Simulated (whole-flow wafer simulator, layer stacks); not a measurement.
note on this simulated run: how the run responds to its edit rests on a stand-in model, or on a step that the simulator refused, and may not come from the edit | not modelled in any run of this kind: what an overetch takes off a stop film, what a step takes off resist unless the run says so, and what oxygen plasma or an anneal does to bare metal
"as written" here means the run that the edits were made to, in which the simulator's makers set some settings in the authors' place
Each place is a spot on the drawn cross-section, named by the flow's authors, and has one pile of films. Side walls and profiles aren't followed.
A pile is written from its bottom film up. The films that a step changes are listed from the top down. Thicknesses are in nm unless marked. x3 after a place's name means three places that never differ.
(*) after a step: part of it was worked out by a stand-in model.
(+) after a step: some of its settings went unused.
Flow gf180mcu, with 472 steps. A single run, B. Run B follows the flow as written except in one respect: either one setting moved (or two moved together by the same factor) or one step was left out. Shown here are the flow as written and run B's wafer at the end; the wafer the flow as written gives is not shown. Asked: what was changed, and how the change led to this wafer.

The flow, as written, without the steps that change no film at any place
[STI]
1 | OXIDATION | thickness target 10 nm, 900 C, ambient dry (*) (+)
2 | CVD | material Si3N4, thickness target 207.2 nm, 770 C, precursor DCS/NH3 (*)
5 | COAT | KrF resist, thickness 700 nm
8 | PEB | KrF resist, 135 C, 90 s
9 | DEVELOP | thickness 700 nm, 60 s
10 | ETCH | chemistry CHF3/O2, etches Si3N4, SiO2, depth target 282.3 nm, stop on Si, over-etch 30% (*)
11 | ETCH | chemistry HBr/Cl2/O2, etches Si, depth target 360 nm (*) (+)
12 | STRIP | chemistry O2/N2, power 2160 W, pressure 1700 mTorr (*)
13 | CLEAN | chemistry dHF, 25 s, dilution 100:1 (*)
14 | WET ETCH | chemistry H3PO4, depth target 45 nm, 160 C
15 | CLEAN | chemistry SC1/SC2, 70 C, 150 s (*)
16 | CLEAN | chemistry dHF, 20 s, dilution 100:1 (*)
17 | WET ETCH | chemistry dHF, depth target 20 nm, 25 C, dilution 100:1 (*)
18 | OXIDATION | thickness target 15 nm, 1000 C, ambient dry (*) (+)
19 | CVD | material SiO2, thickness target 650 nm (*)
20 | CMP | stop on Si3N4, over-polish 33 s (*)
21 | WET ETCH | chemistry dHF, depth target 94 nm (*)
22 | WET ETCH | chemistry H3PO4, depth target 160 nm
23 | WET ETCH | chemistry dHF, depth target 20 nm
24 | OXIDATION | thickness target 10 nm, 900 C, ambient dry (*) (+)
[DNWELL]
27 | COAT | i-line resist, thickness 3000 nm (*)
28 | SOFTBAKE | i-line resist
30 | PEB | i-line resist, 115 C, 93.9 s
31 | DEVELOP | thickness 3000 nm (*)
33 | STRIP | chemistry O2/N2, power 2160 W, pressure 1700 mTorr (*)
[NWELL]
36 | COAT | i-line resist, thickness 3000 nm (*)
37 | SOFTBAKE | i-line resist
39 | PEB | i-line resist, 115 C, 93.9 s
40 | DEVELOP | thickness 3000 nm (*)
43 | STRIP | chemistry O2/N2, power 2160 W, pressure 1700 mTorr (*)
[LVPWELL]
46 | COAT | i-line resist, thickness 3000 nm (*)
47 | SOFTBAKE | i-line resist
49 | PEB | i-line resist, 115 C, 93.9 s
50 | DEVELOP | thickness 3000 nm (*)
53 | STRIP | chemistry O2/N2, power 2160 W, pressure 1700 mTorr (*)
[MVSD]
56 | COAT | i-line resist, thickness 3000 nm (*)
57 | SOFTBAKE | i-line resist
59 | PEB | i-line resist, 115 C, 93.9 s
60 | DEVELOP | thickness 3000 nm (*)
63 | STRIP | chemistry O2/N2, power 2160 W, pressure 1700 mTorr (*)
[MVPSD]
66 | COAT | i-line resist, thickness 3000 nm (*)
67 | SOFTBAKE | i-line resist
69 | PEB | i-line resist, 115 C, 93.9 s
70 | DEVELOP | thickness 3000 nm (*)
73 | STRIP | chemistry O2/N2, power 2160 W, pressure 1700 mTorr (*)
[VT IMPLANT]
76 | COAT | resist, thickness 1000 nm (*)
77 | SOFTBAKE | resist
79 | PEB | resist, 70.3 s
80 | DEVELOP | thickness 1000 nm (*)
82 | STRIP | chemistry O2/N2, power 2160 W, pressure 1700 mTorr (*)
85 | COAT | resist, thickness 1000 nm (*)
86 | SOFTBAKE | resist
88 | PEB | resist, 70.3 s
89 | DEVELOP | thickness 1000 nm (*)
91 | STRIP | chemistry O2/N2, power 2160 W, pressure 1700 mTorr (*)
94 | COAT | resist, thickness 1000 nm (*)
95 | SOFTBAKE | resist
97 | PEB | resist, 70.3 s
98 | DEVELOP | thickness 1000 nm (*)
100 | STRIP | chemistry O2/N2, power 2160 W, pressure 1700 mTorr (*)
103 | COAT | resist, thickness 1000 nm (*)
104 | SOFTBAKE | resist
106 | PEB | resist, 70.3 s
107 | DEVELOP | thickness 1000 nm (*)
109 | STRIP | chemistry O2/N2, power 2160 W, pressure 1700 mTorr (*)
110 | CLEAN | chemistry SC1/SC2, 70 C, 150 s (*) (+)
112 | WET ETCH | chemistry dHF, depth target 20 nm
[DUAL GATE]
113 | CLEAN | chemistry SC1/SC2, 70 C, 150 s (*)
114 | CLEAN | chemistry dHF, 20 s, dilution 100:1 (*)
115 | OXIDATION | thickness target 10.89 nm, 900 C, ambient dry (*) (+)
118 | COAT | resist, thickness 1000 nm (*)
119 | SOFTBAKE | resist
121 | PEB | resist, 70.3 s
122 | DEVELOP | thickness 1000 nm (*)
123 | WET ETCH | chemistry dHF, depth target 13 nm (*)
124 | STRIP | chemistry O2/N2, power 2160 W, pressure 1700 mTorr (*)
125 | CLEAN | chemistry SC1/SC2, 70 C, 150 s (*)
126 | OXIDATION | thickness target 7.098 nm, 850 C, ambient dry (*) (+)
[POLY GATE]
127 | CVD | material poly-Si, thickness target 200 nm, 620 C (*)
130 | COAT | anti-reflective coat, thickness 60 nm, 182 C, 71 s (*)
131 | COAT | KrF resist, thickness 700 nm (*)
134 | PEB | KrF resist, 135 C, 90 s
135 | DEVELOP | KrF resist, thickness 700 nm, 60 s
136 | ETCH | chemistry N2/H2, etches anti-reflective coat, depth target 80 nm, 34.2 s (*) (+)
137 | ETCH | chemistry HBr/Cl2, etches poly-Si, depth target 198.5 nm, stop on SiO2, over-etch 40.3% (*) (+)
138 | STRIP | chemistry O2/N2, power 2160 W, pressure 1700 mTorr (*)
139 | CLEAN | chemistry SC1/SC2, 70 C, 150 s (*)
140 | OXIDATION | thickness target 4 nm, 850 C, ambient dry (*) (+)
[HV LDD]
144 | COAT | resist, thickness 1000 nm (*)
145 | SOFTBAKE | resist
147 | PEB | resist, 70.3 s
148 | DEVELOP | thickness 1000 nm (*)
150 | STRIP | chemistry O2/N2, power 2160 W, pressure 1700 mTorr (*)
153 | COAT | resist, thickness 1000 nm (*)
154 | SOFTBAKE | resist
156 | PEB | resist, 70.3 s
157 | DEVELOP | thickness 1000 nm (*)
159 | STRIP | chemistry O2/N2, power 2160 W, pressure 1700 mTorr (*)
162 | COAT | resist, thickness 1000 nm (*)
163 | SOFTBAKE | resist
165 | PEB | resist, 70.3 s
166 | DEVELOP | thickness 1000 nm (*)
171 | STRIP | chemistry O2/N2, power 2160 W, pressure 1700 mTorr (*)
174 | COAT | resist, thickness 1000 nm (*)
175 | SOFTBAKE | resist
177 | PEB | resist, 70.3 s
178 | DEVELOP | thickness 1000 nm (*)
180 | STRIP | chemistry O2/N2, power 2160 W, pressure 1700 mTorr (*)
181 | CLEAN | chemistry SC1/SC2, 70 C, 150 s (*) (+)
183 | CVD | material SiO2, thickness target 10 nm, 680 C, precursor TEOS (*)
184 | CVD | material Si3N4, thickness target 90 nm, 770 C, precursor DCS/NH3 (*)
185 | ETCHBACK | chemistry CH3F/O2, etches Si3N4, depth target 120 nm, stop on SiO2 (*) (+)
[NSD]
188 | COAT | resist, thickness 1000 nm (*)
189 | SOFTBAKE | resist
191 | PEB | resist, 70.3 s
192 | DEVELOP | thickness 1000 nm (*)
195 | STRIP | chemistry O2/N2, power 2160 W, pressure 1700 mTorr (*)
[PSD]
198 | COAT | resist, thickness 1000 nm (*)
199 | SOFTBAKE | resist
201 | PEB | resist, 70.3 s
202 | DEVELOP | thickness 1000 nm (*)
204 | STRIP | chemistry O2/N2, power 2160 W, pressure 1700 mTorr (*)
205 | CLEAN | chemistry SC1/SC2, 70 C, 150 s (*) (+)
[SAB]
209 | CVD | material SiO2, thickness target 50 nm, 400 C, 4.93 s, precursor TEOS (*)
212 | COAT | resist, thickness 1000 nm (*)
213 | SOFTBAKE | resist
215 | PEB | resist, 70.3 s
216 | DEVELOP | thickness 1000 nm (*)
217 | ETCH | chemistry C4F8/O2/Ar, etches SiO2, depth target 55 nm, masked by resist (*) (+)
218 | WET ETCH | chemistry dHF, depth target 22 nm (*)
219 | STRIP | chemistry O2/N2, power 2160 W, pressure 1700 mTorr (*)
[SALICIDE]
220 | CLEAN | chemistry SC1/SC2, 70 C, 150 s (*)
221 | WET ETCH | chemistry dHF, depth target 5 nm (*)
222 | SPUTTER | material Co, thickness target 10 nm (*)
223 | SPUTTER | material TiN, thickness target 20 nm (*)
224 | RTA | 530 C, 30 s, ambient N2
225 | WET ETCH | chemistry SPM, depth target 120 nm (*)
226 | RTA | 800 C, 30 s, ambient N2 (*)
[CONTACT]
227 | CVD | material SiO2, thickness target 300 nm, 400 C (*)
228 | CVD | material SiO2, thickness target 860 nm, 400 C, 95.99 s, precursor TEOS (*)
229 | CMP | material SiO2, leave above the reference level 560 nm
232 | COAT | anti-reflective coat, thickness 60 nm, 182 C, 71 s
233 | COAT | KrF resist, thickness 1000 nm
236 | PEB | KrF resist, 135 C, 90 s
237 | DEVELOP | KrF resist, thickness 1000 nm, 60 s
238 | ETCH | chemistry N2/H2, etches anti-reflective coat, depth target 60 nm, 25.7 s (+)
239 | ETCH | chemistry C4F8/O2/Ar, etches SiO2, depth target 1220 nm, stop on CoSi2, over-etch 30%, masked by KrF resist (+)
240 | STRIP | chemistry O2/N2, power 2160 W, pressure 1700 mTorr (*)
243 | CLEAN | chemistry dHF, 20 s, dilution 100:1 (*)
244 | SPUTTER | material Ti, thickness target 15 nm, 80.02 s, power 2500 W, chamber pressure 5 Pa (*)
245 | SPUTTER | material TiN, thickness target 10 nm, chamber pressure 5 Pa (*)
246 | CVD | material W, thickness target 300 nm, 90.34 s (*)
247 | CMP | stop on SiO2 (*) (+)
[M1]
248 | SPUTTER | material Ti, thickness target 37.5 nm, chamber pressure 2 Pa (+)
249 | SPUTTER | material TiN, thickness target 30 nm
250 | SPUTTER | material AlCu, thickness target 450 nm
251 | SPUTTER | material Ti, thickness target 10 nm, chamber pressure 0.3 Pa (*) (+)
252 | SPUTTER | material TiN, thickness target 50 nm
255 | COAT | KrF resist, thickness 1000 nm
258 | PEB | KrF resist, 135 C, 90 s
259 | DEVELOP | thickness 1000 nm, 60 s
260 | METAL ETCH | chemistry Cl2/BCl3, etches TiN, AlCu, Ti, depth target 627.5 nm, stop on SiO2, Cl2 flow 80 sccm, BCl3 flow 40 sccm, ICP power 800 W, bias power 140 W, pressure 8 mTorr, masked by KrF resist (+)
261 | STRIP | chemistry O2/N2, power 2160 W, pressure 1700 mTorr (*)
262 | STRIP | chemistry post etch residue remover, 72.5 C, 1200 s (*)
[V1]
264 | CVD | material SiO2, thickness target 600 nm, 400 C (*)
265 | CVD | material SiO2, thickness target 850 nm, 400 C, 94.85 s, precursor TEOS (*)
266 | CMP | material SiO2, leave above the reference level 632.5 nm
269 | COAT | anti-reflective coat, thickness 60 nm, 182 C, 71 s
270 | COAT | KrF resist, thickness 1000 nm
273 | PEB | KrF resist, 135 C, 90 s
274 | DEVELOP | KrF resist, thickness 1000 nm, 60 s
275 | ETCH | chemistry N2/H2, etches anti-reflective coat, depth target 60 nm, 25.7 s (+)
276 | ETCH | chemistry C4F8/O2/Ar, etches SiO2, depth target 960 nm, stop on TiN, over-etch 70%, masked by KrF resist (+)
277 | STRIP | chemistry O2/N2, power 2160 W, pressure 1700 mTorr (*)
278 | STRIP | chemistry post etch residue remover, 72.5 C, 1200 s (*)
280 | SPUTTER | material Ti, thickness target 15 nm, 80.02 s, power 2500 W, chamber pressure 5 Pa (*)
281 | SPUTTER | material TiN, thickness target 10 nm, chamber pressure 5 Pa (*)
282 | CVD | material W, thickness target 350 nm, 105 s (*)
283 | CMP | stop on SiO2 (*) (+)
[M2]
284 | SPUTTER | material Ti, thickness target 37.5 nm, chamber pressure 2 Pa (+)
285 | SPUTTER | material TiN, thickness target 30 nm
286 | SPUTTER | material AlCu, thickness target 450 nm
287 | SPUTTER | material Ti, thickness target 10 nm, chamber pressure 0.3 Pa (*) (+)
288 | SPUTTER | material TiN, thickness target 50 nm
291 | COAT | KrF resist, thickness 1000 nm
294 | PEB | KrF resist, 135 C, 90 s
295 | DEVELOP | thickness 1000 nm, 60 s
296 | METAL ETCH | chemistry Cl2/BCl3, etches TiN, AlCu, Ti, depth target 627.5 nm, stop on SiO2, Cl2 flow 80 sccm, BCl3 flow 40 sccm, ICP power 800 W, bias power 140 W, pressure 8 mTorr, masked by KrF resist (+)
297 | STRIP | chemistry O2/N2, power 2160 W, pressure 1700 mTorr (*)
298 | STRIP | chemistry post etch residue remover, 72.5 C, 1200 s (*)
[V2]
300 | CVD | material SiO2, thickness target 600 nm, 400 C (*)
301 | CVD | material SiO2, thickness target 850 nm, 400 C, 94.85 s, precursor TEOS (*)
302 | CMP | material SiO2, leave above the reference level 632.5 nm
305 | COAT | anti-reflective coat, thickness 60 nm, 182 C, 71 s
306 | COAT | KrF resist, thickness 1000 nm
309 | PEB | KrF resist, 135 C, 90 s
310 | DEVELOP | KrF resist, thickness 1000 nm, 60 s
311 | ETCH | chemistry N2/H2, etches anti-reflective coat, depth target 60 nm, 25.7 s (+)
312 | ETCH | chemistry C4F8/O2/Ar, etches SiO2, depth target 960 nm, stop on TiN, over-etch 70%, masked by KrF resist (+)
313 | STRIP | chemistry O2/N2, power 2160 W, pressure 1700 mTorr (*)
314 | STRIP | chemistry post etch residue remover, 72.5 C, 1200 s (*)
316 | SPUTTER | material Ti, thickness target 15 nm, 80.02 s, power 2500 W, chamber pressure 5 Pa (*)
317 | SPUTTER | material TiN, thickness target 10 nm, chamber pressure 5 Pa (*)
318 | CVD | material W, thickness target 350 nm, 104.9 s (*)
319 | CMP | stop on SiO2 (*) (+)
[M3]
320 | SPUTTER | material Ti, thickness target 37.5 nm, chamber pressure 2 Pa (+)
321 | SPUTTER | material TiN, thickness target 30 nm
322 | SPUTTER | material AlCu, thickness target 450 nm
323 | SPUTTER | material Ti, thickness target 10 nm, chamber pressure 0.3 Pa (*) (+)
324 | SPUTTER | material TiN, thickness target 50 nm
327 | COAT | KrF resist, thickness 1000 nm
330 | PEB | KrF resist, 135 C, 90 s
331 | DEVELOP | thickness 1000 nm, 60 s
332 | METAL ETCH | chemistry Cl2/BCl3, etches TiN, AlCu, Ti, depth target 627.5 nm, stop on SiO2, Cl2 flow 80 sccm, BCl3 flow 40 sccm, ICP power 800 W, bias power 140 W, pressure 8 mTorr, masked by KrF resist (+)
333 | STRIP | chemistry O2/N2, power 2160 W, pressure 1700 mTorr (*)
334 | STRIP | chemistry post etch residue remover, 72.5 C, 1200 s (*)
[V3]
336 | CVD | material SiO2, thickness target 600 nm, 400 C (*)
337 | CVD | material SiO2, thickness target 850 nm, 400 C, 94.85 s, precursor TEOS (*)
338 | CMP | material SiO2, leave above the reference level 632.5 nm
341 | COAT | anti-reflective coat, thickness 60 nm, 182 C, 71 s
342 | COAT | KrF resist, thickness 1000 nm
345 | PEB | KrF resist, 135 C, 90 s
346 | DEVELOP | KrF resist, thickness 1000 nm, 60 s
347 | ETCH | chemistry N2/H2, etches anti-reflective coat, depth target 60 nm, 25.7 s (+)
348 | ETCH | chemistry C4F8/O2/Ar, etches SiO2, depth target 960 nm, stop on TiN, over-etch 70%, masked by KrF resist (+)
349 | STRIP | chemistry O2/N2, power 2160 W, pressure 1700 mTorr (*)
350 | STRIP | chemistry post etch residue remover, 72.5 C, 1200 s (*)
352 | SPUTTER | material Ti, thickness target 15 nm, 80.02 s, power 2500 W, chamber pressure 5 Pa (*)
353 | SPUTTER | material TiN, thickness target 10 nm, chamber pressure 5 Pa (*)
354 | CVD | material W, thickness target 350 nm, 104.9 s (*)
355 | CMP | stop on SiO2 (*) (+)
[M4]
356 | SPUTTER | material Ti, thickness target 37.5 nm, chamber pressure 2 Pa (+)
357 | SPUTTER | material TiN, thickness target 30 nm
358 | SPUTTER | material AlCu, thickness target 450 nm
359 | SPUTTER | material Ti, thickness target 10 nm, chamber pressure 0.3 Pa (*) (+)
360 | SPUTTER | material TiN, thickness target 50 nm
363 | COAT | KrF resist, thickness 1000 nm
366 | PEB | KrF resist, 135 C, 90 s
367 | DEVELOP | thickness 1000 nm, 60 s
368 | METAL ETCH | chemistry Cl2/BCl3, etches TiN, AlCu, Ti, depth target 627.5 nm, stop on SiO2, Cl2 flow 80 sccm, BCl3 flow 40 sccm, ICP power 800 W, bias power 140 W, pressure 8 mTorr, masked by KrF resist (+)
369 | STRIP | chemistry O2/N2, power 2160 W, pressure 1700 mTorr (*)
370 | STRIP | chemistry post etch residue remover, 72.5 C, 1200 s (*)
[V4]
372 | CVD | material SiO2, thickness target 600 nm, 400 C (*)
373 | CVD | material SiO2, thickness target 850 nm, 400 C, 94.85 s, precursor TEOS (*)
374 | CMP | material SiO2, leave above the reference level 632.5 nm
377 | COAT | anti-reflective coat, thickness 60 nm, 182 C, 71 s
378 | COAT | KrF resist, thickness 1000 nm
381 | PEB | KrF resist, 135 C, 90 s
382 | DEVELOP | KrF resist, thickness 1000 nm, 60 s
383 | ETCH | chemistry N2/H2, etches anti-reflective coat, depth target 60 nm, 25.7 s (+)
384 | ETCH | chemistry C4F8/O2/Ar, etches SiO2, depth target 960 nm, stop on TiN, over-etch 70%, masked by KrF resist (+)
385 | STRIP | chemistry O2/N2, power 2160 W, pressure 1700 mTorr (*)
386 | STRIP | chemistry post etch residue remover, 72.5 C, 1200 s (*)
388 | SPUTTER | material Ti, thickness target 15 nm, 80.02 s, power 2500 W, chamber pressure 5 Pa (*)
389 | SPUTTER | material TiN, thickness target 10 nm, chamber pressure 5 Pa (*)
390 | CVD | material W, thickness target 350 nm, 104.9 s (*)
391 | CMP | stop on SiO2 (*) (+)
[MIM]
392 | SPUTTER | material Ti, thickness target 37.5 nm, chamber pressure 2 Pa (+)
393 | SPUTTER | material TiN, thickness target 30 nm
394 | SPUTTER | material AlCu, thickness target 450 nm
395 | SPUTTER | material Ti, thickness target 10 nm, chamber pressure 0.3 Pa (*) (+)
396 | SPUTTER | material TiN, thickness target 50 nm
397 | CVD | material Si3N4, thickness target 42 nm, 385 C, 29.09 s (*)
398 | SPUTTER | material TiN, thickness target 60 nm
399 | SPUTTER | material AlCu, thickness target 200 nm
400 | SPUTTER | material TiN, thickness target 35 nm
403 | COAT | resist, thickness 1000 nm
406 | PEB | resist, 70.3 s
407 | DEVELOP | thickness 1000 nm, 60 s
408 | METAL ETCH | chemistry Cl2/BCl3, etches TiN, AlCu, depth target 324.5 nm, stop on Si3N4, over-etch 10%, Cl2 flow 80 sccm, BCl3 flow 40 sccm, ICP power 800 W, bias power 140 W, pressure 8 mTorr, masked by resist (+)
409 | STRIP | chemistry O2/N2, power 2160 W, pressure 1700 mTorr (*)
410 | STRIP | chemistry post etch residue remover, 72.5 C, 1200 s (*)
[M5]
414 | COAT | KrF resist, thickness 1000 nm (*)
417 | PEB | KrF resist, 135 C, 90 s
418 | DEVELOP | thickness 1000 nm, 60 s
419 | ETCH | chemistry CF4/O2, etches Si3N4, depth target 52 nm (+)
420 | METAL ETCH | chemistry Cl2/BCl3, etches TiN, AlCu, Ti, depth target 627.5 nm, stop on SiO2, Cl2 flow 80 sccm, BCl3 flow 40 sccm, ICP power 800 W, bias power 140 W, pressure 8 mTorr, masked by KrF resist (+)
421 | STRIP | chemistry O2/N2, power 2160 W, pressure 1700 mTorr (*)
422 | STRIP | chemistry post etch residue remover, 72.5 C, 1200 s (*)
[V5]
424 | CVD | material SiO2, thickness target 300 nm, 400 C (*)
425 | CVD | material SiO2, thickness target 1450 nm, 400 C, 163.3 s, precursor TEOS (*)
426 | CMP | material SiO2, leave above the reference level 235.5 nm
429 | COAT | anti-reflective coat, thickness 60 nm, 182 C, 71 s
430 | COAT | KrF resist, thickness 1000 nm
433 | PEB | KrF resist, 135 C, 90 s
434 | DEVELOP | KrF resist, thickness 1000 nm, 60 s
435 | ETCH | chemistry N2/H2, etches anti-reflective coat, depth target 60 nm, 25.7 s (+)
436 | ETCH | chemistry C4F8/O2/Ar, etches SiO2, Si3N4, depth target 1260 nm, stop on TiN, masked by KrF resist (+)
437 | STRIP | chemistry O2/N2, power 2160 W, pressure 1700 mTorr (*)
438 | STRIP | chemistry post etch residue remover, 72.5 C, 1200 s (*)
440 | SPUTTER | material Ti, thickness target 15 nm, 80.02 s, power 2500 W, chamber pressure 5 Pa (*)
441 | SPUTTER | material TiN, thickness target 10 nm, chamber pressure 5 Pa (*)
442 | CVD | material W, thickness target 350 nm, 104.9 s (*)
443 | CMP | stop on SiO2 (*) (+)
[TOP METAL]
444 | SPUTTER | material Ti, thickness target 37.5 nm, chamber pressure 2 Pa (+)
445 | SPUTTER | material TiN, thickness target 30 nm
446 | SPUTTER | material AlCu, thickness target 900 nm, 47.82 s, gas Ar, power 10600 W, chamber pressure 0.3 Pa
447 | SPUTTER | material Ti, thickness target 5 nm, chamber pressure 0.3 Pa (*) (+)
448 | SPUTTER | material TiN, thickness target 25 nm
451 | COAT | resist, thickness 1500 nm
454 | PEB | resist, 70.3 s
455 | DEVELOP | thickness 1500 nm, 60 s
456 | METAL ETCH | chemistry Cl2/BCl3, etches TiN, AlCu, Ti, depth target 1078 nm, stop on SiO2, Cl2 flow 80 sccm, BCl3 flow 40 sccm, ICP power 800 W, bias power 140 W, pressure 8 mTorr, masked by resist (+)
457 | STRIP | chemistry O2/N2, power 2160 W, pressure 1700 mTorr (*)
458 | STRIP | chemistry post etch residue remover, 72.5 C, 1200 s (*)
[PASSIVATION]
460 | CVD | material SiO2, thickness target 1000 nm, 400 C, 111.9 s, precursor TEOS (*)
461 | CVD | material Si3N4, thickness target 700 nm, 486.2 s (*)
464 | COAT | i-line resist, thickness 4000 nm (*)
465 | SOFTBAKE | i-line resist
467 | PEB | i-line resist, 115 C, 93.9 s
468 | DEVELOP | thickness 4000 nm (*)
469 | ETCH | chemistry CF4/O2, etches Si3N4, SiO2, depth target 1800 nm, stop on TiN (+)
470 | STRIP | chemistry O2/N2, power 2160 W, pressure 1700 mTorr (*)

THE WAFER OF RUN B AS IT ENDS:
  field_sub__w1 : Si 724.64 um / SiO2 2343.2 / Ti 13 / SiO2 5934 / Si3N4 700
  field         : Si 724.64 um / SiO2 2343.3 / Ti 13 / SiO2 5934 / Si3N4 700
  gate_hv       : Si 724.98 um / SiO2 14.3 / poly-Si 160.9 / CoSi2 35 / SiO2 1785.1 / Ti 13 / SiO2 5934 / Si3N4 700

The reason: step 286, SPUTTER: thickness target 513 nm was run, whereas the flow has thickness target 450 nm.

How this came from the change, step by step:
  286 | SPUTTER | material AlCu, thickness target 450 nm
      field, field__w1, field__w2 and 108 more: +513 AlCu (new film) (in the flow as written it would be: +450 AlCu (new film))
  296 | METAL ETCH | chemistry Cl2/BCl3, etches TiN, AlCu, Ti, depth target 627.5 nm, stop on SiO2, Cl2 flow 80 sccm, BCl3 flow 40 sccm, ICP power 800 W, bias power 140 W, pressure 8 mTorr, masked by KrF resist (+)
      field, field__w1, field__w2 and 103 more: -50 TiN (all of it), -10 Ti (all of it), -513 AlCu (all of it), -30 TiN (all of it), -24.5 Ti (in the flow as written it would be: -50 TiN (all of it), -10 Ti (all of it), -450 AlCu (all of it), -30 TiN (all of it), -37.5 Ti (all of it))
  300 | CVD | material SiO2, thickness target 600 nm, 400 C (*)
      field, field__w1, field__w2 and 103 more: +600 SiO2 (new film) (in the flow as written it would be: +600 SiO2)
  302 | CMP | material SiO2, leave above the reference level 632.5 nm
      field, field__w1, field__w2 and 103 more: -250 SiO2 (in the flow as written it would be: -300 SiO2)
Taking metal films that touch as one body, field_sub__w1 has 1 body; the flow as written gives 0 bodies.
Taking metal films that touch as one body, field has 1 body; the flow as written gives 0 bodies.
Taking metal films that touch as one body, gate_hv has 2 bodies (between them, from the top down: SiO2 1785.1); the flow as written gives 1 body.
